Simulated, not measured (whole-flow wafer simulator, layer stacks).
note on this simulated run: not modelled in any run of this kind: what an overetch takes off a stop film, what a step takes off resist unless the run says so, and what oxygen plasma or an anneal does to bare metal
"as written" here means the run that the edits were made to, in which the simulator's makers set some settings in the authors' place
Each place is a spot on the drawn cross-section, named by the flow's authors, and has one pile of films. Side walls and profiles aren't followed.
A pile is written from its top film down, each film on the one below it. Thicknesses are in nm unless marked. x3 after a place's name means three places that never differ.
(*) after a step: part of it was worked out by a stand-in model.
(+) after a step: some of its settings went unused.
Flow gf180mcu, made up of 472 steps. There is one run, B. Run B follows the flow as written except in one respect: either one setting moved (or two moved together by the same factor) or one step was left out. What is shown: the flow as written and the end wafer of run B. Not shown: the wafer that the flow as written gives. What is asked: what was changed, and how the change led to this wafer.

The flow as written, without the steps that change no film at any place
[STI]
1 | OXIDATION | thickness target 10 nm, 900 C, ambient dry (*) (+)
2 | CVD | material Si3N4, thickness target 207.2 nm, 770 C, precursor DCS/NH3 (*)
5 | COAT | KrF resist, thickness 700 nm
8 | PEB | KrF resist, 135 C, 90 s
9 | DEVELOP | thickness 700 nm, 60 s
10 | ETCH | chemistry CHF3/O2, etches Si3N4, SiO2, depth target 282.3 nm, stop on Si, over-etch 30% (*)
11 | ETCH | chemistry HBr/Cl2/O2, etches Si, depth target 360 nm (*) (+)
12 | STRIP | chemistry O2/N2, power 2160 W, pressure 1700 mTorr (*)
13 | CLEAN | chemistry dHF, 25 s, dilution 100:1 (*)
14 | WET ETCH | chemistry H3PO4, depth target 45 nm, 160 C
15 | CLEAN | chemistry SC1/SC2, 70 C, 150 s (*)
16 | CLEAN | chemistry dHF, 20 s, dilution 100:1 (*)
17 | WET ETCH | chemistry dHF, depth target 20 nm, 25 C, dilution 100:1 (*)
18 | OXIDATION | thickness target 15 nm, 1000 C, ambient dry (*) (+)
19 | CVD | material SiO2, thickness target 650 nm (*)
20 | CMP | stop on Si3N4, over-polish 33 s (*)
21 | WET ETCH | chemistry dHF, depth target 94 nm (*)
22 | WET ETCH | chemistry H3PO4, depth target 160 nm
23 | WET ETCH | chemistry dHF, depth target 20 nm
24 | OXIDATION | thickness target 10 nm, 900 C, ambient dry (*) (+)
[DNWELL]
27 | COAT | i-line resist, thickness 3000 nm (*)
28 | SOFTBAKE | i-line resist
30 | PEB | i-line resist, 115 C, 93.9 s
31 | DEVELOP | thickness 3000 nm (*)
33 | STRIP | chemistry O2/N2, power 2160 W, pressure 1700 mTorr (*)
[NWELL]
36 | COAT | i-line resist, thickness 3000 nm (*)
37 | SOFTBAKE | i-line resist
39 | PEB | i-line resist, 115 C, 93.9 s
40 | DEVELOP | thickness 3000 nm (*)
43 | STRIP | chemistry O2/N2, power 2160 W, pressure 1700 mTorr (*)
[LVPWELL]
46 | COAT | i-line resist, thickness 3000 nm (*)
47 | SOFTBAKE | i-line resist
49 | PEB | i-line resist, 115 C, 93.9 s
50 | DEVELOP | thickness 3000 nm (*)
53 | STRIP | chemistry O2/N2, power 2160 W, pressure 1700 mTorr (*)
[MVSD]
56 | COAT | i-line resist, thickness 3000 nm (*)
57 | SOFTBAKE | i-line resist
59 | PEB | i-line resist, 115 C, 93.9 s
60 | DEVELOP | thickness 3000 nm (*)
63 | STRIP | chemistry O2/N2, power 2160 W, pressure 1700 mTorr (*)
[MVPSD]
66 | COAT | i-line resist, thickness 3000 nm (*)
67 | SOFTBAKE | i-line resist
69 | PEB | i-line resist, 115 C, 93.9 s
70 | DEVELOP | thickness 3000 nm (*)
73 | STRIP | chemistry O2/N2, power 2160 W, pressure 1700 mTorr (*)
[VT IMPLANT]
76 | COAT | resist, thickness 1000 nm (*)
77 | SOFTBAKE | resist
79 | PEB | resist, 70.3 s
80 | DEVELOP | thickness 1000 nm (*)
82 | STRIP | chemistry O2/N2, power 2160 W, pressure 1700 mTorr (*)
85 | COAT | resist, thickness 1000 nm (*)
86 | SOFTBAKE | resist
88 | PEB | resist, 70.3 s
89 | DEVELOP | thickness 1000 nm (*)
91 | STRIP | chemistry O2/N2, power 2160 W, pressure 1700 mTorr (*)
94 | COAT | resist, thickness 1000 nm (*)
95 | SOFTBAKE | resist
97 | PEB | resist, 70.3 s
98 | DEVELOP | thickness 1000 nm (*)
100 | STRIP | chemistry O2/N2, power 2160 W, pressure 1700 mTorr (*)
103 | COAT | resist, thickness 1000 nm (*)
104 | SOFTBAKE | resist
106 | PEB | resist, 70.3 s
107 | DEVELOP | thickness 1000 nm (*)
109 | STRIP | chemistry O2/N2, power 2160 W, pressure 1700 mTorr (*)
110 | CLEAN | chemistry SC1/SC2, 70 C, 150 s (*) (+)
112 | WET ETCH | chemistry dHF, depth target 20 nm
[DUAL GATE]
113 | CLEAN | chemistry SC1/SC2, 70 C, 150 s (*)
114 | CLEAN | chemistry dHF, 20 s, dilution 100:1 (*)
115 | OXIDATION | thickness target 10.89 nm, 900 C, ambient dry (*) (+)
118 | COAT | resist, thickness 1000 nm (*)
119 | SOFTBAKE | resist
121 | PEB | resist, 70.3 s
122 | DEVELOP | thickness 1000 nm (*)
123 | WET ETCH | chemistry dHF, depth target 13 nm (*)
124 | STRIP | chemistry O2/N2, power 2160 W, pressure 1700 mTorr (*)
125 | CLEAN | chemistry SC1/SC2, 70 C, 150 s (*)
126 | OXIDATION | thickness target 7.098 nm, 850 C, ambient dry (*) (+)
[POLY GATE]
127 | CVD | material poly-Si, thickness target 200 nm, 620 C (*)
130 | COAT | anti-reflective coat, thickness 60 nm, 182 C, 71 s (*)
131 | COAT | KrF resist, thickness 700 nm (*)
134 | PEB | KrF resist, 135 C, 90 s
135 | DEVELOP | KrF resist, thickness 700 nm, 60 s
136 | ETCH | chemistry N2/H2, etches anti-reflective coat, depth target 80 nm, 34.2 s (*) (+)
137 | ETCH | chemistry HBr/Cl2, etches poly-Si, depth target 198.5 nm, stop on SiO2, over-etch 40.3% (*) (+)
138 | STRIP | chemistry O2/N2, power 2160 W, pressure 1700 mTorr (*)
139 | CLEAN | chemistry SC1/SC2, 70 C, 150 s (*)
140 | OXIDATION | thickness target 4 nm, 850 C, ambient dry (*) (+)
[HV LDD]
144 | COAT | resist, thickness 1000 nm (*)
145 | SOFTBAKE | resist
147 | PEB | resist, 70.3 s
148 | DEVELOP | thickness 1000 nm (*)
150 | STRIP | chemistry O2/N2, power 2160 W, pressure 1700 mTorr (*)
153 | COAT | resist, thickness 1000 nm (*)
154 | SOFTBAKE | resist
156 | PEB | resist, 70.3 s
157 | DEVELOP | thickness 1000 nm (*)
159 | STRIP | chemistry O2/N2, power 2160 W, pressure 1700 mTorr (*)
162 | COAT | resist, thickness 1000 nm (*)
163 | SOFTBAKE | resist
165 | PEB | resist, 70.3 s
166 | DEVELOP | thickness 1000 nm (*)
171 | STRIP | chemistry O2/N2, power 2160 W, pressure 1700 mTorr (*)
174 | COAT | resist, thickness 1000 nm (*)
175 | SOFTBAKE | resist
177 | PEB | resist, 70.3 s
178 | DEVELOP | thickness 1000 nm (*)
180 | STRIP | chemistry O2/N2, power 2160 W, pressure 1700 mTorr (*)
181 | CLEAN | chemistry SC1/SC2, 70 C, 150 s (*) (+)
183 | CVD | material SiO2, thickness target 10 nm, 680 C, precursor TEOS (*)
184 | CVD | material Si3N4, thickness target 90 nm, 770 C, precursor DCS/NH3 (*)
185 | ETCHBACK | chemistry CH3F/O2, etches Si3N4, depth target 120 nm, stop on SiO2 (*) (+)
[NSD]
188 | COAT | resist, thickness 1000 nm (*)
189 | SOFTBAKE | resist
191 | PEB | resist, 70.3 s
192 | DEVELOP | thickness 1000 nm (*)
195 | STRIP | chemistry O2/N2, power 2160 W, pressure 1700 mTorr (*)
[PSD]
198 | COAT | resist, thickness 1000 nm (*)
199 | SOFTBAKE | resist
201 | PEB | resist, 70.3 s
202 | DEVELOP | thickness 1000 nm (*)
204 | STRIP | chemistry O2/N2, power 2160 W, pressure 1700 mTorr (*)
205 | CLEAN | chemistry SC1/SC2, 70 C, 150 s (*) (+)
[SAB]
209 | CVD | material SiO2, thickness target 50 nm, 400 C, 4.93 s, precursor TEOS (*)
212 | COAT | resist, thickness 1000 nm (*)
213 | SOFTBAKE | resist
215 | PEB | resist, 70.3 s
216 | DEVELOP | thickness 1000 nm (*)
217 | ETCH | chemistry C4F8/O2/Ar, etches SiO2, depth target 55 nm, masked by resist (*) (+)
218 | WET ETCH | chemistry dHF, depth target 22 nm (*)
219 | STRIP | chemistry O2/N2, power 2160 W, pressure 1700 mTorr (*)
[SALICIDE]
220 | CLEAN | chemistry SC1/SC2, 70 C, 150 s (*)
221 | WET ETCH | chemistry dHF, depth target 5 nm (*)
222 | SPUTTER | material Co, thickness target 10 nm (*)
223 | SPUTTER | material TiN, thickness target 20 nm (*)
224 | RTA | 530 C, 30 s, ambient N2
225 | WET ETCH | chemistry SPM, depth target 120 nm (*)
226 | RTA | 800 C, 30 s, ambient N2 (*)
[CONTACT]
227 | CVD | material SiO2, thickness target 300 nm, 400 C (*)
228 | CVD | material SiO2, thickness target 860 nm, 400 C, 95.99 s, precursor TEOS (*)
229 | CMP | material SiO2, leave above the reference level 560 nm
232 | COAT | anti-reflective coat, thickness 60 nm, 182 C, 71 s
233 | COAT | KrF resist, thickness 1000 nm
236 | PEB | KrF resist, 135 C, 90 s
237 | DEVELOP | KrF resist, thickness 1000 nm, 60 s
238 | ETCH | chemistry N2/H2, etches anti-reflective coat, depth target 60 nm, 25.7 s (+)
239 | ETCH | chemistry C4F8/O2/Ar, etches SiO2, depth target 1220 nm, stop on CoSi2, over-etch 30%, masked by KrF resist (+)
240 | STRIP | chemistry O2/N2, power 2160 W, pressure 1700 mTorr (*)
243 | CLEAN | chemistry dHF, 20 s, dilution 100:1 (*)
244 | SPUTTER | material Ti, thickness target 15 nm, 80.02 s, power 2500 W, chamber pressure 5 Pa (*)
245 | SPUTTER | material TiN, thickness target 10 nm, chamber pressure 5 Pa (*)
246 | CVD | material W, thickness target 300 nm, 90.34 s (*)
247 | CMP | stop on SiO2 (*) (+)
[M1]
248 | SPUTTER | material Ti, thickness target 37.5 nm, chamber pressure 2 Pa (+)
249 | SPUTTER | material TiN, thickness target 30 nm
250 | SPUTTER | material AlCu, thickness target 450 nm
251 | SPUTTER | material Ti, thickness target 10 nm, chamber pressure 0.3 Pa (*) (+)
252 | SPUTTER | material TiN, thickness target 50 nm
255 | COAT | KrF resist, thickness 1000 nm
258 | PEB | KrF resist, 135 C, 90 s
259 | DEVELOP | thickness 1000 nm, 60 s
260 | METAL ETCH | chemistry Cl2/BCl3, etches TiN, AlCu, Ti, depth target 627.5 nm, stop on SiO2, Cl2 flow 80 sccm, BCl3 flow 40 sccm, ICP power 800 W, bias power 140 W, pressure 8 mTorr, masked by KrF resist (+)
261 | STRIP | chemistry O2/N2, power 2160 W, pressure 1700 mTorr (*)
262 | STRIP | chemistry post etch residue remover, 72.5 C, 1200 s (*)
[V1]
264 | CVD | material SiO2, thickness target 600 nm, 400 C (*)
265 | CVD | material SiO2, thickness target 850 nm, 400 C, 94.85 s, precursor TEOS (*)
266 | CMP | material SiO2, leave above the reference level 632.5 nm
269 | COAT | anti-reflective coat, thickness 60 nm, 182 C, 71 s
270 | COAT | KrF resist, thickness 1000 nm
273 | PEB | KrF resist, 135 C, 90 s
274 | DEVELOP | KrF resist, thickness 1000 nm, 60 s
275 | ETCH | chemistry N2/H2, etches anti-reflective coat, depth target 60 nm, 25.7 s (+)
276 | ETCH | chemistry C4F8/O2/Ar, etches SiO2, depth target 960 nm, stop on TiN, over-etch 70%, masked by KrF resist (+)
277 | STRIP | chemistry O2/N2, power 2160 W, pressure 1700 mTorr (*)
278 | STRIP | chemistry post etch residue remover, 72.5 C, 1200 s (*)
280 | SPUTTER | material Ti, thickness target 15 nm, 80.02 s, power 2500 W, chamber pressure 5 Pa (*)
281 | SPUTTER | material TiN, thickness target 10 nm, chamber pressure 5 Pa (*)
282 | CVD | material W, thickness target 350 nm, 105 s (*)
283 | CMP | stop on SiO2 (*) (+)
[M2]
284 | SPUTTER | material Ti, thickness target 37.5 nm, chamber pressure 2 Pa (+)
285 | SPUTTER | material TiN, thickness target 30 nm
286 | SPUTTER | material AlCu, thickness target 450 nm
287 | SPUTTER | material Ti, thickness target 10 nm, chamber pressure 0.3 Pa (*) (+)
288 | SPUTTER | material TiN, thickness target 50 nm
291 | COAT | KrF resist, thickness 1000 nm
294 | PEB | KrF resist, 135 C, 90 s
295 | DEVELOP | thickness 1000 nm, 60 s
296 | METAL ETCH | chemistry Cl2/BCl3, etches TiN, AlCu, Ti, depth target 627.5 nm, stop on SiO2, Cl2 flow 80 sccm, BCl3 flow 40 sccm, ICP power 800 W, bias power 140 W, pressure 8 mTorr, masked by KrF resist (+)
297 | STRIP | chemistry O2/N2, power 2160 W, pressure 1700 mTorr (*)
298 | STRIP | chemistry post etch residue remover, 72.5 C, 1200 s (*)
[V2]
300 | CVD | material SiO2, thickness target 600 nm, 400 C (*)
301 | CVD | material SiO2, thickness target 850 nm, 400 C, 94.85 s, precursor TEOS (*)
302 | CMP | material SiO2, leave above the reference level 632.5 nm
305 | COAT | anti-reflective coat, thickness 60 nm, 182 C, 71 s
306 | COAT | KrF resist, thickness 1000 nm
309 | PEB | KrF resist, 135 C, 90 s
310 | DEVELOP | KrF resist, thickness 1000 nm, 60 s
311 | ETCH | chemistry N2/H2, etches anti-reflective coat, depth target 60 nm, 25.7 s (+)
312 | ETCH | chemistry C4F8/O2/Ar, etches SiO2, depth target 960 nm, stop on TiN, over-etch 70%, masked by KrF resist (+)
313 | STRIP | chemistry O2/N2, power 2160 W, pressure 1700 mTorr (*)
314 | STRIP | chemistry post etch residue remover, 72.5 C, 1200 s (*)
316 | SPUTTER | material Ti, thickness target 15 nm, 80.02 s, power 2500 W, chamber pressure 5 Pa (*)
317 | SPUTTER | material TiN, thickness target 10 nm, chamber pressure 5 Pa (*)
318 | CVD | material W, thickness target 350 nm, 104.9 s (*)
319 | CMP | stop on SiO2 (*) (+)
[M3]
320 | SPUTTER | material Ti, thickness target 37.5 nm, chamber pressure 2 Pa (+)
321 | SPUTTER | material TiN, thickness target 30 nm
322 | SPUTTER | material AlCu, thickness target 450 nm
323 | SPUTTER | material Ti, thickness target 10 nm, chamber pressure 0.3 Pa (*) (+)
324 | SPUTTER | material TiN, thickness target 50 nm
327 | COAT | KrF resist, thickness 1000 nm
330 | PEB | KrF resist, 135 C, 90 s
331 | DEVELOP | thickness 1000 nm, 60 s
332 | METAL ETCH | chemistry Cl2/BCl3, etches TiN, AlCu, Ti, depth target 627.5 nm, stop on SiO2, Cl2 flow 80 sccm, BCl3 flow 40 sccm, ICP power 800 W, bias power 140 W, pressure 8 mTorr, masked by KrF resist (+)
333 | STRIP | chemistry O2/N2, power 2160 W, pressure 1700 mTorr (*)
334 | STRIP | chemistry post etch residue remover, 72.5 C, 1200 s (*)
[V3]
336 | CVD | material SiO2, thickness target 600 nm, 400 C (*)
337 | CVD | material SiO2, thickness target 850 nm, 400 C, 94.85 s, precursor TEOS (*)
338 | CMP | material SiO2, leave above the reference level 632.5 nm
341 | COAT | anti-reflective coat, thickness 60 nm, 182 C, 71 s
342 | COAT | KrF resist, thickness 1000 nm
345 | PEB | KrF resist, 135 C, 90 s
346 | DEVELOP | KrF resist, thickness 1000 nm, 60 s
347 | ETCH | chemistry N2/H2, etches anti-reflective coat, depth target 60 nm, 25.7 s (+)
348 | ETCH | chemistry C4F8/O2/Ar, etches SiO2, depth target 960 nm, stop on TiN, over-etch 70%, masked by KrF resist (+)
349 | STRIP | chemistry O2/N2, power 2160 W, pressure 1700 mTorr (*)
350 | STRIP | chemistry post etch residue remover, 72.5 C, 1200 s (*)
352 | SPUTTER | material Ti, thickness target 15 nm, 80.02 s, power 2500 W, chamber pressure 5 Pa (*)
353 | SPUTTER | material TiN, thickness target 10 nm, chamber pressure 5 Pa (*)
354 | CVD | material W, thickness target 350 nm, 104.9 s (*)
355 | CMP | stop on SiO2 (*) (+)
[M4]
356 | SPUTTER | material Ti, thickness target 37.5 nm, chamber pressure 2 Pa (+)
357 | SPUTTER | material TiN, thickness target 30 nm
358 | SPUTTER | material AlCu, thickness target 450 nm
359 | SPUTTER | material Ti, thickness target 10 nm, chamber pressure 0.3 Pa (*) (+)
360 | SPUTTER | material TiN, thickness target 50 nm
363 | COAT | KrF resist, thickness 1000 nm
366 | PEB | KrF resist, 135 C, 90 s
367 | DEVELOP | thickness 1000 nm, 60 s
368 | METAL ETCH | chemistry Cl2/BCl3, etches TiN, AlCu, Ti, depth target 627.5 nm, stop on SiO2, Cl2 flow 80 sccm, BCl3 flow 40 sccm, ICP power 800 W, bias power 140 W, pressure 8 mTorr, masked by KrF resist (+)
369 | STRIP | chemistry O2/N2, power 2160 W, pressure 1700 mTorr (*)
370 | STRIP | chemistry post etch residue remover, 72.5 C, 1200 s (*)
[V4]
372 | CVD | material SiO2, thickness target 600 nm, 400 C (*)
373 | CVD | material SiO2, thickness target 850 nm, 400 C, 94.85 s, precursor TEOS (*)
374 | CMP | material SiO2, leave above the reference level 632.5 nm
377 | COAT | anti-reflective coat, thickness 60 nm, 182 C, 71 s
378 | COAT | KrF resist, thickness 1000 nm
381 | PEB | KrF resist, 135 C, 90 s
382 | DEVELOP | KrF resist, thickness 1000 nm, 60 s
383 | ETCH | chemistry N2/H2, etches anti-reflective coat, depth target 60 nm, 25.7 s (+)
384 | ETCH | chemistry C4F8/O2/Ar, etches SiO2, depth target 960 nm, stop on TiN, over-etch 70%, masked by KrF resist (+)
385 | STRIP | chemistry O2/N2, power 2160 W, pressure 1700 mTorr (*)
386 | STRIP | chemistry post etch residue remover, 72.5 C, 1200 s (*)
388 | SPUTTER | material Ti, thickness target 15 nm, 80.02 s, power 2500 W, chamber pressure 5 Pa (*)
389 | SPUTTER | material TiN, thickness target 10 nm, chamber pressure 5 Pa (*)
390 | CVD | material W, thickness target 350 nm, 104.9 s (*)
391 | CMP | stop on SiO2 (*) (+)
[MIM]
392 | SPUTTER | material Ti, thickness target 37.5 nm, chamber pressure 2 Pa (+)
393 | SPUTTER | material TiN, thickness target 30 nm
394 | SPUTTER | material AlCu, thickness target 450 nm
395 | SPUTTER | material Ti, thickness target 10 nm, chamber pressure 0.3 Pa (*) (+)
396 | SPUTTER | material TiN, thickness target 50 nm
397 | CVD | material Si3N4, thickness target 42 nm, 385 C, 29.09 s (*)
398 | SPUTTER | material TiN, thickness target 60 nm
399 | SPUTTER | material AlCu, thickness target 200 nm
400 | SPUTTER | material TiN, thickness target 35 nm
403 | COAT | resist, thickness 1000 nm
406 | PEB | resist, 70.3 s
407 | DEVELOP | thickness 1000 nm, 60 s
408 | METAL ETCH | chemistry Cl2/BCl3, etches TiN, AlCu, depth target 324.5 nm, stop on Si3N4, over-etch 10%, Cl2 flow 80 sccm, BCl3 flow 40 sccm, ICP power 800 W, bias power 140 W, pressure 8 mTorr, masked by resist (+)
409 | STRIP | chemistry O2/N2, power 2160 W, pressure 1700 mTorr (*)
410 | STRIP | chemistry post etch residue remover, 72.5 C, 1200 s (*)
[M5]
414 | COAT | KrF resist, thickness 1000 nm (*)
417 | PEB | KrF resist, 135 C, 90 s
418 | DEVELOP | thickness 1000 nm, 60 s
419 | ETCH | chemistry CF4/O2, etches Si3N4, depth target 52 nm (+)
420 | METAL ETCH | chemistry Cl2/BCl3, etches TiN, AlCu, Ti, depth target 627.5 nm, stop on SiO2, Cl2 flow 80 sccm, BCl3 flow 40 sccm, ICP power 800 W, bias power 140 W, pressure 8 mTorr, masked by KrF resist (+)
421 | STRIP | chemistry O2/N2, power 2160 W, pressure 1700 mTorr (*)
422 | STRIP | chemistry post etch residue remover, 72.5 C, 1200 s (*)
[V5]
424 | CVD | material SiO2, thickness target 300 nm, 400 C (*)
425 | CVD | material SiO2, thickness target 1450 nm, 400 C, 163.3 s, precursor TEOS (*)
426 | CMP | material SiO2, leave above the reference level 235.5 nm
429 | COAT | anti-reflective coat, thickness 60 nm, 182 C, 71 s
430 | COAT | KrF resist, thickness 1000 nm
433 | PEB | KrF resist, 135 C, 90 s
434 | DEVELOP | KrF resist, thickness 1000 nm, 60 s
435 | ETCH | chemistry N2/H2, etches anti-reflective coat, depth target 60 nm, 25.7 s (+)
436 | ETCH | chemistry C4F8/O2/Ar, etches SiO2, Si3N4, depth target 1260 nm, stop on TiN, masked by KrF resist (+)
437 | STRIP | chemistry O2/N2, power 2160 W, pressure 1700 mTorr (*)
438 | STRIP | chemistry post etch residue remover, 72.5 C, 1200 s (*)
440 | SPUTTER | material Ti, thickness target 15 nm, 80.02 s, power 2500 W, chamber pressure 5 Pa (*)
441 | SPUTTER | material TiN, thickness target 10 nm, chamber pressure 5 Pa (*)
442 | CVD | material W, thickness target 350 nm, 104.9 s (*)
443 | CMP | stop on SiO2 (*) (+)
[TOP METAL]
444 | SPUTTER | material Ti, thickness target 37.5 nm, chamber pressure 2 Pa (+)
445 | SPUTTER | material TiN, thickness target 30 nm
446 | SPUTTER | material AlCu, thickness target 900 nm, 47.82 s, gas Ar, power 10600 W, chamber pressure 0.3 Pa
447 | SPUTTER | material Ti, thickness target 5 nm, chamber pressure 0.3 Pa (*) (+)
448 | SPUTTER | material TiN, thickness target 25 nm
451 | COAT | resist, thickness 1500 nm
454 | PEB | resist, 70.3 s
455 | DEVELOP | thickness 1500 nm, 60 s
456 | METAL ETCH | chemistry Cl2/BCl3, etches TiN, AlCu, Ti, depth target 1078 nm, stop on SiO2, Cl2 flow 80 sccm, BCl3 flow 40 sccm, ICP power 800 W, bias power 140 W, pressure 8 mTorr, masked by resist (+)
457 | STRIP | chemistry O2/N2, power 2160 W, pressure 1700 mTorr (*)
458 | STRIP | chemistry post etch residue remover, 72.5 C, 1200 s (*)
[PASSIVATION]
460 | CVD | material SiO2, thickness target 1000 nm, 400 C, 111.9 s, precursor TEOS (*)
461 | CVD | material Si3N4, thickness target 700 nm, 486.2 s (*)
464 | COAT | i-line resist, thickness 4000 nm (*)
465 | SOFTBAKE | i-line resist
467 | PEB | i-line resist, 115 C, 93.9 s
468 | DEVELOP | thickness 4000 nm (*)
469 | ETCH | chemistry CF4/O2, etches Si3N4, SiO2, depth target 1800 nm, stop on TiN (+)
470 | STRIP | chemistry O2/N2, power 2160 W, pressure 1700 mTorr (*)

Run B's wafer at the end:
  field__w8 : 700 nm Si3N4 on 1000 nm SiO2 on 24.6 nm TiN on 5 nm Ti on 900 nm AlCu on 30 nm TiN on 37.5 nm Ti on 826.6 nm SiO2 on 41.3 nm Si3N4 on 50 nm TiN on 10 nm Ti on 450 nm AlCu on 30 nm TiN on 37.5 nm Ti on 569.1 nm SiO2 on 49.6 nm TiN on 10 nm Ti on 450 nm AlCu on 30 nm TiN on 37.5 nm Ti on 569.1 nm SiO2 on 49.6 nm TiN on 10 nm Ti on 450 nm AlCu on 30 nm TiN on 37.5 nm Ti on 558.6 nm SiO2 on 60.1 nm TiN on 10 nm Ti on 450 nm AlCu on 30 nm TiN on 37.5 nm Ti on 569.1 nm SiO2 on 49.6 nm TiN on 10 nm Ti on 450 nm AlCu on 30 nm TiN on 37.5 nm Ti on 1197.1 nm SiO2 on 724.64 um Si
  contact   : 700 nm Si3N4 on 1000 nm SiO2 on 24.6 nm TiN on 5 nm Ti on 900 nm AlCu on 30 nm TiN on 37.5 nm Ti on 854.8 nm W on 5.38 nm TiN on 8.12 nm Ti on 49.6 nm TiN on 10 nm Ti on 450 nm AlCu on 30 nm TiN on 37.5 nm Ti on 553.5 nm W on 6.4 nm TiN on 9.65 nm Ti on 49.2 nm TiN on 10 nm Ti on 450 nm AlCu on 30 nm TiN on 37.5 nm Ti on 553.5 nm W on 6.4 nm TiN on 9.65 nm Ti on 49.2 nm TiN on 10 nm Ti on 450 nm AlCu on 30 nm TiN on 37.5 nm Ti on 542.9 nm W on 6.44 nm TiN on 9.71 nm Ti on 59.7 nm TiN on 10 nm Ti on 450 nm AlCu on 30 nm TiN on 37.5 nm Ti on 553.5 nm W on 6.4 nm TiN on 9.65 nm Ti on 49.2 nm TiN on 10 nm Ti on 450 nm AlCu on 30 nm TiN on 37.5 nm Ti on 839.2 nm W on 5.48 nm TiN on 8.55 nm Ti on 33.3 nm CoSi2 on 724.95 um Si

The reason: step 288, SPUTTER: thickness target 60.5 nm was run, while the flow as written has thickness target 50 nm.

How this came from the change, step by step:
  288 | SPUTTER | material TiN, thickness target 50 nm
      field, field__w1, field__w2 and 108 more: +60.5 TiN (new film) (it would be, as written: +50 TiN (new film))
  296 | METAL ETCH | chemistry Cl2/BCl3, etches TiN, AlCu, Ti, depth target 627.5 nm, stop on SiO2, Cl2 flow 80 sccm, BCl3 flow 40 sccm, ICP power 800 W, bias power 140 W, pressure 8 mTorr, masked by KrF resist (+)
      field, field__w1, field__w2 and 103 more: -60.5 TiN (all of it), -10 Ti (all of it), -450 AlCu (all of it), -30 TiN (all of it), -37.5 Ti (all of it) (it would be, as written: -50 TiN (all of it), -10 Ti (all of it), -450 AlCu (all of it), -30 TiN (all of it), -37.5 Ti (all of it))
